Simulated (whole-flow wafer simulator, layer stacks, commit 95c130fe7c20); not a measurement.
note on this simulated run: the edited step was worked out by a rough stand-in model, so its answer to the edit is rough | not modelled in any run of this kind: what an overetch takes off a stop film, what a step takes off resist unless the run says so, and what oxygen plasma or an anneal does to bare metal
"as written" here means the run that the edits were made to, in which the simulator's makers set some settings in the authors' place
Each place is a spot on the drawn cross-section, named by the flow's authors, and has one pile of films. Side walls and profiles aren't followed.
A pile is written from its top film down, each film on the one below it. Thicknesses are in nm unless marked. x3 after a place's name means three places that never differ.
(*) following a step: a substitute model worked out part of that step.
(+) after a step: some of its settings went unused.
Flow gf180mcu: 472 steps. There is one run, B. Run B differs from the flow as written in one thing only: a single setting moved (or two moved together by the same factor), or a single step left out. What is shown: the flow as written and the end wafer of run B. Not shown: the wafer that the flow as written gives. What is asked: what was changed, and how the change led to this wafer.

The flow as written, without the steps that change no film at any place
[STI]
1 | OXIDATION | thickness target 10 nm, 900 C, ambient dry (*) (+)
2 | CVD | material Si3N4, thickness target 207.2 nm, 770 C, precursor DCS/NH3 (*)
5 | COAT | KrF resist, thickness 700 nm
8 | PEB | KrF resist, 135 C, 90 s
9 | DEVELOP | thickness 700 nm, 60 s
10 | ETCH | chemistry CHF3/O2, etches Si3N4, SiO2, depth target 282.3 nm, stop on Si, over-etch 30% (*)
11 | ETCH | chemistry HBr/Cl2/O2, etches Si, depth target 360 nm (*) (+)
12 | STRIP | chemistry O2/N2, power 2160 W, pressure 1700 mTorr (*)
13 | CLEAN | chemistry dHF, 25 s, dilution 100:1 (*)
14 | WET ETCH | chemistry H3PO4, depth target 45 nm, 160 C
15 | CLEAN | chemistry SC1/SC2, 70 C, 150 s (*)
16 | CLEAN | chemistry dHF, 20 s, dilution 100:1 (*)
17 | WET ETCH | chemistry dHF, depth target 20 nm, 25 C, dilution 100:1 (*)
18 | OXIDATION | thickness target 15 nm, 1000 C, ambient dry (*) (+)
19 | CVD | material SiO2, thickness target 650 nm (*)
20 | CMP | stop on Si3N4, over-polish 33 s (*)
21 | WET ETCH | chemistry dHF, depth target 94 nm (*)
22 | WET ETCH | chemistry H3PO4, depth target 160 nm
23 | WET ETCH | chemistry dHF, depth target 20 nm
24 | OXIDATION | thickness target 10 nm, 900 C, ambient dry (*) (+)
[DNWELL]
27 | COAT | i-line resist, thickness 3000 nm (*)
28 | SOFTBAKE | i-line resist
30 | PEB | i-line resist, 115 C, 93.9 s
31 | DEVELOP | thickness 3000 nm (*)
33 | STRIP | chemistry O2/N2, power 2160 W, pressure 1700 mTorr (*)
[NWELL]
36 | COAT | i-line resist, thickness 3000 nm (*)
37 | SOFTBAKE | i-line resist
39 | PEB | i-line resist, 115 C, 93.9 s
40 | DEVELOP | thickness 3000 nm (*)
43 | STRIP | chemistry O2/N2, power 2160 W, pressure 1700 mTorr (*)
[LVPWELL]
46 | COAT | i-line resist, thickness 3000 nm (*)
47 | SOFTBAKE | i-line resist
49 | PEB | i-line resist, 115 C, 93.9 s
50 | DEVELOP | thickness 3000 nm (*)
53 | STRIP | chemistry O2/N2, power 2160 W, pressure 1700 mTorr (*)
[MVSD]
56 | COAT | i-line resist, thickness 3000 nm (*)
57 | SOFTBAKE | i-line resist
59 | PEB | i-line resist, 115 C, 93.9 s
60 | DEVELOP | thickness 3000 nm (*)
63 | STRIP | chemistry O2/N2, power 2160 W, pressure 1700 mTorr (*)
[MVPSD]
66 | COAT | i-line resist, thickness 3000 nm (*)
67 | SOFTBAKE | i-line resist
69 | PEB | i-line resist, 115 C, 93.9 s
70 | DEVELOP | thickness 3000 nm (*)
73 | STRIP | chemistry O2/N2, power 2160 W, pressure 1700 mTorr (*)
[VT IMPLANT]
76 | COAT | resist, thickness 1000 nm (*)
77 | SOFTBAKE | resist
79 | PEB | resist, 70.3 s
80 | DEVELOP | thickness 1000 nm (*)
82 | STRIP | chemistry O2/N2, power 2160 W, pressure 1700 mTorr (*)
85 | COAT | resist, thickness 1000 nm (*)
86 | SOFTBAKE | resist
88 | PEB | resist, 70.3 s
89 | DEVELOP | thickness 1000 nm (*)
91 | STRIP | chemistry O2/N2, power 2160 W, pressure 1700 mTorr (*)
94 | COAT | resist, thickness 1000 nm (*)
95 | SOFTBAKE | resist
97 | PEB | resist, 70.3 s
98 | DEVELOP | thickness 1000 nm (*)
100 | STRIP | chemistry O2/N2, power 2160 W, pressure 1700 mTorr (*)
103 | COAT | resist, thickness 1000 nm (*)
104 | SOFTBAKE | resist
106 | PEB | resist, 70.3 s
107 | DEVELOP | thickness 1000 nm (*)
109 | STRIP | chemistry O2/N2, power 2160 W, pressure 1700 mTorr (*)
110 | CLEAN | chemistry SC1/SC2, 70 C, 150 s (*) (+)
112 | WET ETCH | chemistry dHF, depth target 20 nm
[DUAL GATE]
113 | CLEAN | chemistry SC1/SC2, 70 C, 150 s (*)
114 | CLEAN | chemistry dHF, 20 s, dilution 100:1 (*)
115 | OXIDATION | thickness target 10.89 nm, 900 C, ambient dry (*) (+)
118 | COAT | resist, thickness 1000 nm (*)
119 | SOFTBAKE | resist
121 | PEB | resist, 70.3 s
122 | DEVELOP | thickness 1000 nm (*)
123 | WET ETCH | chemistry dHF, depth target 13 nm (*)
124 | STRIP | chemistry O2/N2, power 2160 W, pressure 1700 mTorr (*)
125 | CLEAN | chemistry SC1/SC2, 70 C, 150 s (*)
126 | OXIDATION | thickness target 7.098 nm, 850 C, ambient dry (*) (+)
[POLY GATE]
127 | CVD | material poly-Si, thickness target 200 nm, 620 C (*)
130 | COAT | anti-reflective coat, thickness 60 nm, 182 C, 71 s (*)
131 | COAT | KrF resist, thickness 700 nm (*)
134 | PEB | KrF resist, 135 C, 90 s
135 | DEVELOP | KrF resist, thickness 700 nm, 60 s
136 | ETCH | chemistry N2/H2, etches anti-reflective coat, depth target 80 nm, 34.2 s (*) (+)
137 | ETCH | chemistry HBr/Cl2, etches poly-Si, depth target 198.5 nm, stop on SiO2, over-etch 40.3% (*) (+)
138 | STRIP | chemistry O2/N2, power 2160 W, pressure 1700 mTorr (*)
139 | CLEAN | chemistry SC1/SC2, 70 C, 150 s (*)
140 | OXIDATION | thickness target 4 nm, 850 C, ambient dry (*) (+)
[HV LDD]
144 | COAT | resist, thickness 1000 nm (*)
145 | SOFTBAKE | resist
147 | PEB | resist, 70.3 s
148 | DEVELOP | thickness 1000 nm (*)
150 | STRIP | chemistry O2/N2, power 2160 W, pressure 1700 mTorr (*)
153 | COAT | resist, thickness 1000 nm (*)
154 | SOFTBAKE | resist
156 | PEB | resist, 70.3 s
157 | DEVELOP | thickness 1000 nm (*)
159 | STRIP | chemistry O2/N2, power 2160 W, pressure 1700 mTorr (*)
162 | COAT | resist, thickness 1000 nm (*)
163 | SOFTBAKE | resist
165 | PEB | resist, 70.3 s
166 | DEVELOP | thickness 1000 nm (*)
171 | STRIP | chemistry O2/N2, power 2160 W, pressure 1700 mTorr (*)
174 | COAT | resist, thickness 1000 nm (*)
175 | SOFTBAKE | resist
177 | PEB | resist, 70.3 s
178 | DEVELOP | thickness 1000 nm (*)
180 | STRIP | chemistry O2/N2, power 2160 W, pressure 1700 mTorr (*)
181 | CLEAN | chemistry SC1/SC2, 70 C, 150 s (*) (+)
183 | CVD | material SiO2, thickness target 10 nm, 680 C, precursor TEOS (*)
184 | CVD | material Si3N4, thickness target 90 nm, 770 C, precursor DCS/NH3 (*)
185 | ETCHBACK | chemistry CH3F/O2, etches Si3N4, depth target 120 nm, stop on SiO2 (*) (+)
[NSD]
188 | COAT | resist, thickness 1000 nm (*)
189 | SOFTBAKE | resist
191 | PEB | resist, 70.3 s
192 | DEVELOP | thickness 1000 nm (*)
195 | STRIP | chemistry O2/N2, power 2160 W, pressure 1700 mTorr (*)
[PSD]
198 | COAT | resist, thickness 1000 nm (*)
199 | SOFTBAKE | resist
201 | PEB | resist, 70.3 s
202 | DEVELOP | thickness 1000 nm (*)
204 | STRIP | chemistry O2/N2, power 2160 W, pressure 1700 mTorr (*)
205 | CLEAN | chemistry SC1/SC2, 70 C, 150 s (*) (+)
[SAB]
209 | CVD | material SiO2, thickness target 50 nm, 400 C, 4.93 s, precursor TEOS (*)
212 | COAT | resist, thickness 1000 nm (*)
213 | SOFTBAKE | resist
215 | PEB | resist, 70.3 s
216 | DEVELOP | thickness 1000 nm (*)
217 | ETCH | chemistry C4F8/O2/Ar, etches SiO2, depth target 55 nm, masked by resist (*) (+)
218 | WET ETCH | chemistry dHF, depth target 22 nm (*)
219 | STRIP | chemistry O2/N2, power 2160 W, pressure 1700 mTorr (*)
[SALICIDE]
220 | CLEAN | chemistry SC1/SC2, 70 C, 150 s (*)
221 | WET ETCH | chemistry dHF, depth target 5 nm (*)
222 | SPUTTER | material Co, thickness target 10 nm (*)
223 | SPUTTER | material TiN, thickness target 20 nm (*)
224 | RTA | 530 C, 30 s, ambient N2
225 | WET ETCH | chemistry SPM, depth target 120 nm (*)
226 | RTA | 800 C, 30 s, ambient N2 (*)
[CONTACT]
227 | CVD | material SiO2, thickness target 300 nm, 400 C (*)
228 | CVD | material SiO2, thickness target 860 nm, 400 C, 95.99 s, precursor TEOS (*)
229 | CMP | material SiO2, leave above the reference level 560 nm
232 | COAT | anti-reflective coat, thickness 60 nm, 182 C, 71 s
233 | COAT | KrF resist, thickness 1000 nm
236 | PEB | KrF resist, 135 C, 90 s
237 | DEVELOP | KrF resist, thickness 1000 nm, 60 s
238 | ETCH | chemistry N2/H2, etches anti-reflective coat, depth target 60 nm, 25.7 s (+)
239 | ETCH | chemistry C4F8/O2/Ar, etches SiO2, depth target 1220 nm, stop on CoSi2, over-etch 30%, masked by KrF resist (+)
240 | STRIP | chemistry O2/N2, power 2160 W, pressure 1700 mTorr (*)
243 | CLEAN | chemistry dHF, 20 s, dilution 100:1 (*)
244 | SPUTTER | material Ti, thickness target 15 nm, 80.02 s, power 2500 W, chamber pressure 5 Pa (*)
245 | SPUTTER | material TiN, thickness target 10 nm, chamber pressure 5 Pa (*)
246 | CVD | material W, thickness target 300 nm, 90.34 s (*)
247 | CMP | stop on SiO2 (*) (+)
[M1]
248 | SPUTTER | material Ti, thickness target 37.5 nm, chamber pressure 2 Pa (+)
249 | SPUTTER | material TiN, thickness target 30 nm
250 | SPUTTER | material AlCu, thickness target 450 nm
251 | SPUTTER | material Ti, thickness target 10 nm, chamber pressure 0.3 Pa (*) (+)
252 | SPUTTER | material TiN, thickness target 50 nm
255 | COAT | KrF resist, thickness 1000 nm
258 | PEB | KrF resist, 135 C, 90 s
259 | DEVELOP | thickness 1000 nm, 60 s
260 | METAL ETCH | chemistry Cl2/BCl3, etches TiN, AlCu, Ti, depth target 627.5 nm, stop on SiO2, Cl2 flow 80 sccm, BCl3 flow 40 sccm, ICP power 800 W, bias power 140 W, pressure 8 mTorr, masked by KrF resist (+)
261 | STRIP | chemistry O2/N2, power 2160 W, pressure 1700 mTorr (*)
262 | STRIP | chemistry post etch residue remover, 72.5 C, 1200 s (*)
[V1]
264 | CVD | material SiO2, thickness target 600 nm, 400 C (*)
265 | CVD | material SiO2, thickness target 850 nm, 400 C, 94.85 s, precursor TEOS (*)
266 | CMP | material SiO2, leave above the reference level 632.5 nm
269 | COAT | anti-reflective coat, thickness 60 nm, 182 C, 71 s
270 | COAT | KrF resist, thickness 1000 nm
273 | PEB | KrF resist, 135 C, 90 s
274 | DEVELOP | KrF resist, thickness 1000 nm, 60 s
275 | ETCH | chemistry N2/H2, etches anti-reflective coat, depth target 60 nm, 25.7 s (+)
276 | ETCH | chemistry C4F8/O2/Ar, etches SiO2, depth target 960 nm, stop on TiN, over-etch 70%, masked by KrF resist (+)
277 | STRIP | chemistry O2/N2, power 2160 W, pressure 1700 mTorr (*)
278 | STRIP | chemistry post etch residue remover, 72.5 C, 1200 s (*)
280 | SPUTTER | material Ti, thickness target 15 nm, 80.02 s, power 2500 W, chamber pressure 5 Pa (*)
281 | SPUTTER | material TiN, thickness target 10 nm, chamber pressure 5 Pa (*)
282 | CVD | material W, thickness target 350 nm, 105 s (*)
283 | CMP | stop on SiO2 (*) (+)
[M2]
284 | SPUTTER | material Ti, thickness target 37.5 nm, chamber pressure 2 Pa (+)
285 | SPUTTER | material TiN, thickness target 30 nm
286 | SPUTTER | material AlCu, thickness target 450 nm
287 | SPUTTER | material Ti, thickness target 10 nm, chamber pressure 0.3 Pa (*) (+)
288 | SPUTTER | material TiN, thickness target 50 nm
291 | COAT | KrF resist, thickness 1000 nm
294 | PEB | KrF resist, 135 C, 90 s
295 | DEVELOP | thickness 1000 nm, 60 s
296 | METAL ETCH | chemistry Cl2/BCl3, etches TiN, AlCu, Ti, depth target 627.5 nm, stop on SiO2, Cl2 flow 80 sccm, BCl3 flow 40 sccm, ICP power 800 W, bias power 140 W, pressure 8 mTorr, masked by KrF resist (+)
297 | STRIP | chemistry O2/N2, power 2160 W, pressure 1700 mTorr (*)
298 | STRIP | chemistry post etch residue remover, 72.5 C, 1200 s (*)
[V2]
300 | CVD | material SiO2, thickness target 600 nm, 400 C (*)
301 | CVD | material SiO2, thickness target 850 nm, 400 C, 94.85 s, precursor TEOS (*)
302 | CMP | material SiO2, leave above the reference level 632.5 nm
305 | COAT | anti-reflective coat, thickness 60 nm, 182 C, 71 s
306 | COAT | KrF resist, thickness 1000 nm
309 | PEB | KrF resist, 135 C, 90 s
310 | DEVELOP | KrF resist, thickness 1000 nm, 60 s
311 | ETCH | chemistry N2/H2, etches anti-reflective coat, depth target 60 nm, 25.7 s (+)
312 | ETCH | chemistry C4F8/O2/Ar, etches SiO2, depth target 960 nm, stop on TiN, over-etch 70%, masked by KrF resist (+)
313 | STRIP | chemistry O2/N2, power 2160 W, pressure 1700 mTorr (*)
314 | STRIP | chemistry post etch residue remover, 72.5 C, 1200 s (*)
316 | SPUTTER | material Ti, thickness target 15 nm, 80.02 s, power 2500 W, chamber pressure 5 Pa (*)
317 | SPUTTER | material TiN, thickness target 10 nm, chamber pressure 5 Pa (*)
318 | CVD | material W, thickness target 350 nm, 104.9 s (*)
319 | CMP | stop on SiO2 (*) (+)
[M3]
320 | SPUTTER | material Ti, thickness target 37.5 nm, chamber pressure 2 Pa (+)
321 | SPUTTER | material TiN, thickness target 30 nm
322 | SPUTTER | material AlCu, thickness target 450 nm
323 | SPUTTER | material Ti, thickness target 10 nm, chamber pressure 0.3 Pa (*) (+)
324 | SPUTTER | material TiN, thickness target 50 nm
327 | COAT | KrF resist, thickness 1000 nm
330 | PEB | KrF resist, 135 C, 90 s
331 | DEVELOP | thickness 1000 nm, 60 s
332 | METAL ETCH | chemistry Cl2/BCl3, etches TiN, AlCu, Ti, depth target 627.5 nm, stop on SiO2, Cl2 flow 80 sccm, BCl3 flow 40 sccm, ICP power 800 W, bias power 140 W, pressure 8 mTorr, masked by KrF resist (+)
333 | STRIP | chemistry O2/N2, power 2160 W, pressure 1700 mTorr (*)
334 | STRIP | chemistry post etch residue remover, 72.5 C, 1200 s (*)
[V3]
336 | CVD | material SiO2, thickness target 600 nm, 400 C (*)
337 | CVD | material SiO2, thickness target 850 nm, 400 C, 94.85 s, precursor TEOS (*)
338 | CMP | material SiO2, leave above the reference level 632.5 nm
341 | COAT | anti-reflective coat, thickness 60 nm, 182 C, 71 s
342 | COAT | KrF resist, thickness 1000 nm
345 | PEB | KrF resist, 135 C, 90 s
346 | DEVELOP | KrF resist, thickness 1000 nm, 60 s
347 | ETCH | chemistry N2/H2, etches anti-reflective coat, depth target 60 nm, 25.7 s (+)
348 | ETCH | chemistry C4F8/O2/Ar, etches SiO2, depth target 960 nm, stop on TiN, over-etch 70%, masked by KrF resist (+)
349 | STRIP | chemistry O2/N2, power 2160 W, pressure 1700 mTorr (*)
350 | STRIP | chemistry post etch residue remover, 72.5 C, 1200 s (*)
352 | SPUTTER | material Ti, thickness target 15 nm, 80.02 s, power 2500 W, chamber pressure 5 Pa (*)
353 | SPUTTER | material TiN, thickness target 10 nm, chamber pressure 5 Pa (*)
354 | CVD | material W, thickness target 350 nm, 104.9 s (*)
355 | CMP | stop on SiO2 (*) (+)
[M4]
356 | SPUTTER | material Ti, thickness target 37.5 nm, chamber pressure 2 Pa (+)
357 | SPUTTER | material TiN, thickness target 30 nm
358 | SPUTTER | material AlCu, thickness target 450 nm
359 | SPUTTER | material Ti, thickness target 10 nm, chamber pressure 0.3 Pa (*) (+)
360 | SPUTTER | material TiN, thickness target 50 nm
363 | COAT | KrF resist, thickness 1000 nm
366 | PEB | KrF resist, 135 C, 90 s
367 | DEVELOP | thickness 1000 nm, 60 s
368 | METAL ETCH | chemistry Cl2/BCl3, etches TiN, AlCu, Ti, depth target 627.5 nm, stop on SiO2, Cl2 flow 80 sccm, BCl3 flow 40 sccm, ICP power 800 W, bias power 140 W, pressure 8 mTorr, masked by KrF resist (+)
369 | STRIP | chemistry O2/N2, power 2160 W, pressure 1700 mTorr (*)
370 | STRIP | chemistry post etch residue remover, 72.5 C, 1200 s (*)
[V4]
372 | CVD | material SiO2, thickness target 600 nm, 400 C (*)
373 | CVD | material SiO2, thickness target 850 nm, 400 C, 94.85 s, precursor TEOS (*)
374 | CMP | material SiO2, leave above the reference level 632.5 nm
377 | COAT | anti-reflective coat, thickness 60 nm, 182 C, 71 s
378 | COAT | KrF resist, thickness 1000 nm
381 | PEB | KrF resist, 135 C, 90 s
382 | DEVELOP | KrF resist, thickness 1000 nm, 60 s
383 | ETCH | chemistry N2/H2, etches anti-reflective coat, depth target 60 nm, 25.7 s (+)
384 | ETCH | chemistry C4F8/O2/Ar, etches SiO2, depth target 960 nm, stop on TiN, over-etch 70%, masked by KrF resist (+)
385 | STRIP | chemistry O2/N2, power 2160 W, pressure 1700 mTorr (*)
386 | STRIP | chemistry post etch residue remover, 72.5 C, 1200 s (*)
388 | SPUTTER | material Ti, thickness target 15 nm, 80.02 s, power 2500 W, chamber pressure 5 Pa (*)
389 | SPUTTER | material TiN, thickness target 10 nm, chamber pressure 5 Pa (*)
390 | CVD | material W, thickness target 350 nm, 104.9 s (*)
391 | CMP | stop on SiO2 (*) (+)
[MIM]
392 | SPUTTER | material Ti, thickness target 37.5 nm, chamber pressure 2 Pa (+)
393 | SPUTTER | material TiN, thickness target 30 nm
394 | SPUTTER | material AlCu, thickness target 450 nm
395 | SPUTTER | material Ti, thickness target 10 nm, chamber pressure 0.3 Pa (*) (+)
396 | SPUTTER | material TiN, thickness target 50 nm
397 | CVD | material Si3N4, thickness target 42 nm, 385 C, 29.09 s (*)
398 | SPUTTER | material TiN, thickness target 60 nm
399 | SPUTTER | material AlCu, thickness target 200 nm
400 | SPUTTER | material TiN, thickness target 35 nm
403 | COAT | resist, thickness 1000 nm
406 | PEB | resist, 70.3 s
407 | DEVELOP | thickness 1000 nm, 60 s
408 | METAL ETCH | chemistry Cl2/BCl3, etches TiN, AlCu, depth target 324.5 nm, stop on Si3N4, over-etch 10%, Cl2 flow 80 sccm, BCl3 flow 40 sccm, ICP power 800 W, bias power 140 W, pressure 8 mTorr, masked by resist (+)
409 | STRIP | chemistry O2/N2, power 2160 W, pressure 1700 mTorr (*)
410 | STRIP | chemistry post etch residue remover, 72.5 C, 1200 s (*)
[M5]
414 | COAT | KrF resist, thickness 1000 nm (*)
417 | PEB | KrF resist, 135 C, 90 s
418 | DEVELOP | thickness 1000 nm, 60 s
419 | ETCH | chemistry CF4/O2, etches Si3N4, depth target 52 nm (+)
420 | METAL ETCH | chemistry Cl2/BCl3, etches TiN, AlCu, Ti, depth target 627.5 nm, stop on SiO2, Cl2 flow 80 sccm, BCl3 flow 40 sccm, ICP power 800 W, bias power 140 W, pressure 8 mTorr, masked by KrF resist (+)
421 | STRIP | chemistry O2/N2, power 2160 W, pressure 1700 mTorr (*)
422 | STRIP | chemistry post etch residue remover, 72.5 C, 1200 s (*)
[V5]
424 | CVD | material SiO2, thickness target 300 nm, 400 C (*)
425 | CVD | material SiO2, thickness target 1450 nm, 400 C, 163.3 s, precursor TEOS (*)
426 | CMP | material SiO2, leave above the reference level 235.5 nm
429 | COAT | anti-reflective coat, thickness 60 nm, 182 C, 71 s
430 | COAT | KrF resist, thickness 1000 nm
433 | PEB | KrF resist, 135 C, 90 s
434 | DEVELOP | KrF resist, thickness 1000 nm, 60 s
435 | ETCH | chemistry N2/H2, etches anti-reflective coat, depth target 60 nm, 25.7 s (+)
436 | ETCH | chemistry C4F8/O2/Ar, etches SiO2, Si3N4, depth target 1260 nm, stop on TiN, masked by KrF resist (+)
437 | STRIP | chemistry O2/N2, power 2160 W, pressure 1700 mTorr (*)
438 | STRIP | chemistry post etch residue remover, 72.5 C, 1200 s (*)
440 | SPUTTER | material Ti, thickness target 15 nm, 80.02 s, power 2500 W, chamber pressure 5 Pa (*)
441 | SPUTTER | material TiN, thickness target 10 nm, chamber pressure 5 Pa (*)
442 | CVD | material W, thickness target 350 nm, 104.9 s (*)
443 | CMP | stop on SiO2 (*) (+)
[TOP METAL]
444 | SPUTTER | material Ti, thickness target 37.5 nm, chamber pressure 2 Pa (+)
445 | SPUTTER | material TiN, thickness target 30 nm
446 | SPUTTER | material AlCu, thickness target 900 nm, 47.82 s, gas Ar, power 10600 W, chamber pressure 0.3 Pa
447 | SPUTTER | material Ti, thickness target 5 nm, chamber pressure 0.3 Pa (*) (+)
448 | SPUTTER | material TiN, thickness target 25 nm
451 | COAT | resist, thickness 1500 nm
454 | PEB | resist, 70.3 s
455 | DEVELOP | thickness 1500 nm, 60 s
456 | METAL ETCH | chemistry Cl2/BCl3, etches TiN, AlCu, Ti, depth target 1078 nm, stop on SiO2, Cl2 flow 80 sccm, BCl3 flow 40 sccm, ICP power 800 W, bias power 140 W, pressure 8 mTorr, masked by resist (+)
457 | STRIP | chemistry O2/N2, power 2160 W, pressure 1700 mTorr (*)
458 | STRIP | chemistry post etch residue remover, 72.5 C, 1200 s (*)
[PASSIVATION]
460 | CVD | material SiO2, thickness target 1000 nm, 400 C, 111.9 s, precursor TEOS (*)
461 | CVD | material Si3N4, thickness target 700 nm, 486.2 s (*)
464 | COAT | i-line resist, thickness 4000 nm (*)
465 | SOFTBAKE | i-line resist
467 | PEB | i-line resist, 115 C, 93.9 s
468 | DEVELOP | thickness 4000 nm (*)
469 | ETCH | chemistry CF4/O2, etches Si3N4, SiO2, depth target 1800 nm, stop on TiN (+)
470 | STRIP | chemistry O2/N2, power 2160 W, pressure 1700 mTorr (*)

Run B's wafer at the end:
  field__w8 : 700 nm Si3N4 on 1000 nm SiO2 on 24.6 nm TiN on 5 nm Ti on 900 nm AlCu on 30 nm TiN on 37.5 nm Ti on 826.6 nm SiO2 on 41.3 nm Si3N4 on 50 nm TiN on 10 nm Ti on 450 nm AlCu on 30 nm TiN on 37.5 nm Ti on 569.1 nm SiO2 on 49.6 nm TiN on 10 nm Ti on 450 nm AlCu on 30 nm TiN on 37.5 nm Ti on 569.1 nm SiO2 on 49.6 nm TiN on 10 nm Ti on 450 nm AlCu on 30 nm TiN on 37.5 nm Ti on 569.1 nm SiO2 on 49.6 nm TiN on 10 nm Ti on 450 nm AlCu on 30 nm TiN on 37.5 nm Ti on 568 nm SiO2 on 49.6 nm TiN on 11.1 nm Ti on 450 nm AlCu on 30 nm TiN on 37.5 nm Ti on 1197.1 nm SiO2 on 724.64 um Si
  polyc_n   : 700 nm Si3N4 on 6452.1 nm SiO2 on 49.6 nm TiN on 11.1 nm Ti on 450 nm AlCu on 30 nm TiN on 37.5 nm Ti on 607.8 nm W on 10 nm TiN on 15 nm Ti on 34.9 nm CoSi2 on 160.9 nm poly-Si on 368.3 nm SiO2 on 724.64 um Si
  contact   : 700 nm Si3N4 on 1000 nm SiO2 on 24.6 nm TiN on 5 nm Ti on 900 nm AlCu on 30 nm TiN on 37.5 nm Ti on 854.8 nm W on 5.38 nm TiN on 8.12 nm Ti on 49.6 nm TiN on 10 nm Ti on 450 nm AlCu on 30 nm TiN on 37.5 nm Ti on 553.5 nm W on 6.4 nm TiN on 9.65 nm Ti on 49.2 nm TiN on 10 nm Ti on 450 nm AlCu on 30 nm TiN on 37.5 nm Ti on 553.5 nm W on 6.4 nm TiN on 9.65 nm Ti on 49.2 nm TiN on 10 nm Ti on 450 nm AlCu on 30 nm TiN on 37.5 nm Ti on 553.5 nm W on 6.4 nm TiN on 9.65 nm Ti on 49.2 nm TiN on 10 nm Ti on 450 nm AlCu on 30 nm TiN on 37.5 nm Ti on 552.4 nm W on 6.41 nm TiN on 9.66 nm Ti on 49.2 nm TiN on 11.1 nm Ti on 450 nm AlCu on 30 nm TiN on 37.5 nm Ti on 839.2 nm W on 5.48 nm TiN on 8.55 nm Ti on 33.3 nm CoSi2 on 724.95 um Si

What caused this: step 251, SPUTTER: thickness target 11.1 nm was run, while the flow as written has thickness target 10 nm.
One can read it off the wafer: field__w8 has Ti 11.1, and step 251 as written asks for 10 nm.

The path from the change to this, step by step:
  251 | SPUTTER | material Ti, thickness target 10 nm, chamber pressure 0.3 Pa (*) (+)
      field, field__w1, field__w2 and 108 more: +11.1 Ti (new film) (as written it would have been: +10 Ti (new film))
  260 | METAL ETCH | chemistry Cl2/BCl3, etches TiN, AlCu, Ti, depth target 627.5 nm, stop on SiO2, Cl2 flow 80 sccm, BCl3 flow 40 sccm, ICP power 800 W, bias power 140 W, pressure 8 mTorr, masked by KrF resist (+)
      field, field__w1, field__w2 and 99 more: -50 TiN (all of it), -11.1 Ti (all of it), -450 AlCu (all of it), -30 TiN (all of it), -37.5 Ti (all of it) (as written it would have been: -50 TiN (all of it), -10 Ti (all of it), -450 AlCu (all of it), -30 TiN (all of it), -37.5 Ti (all of it))
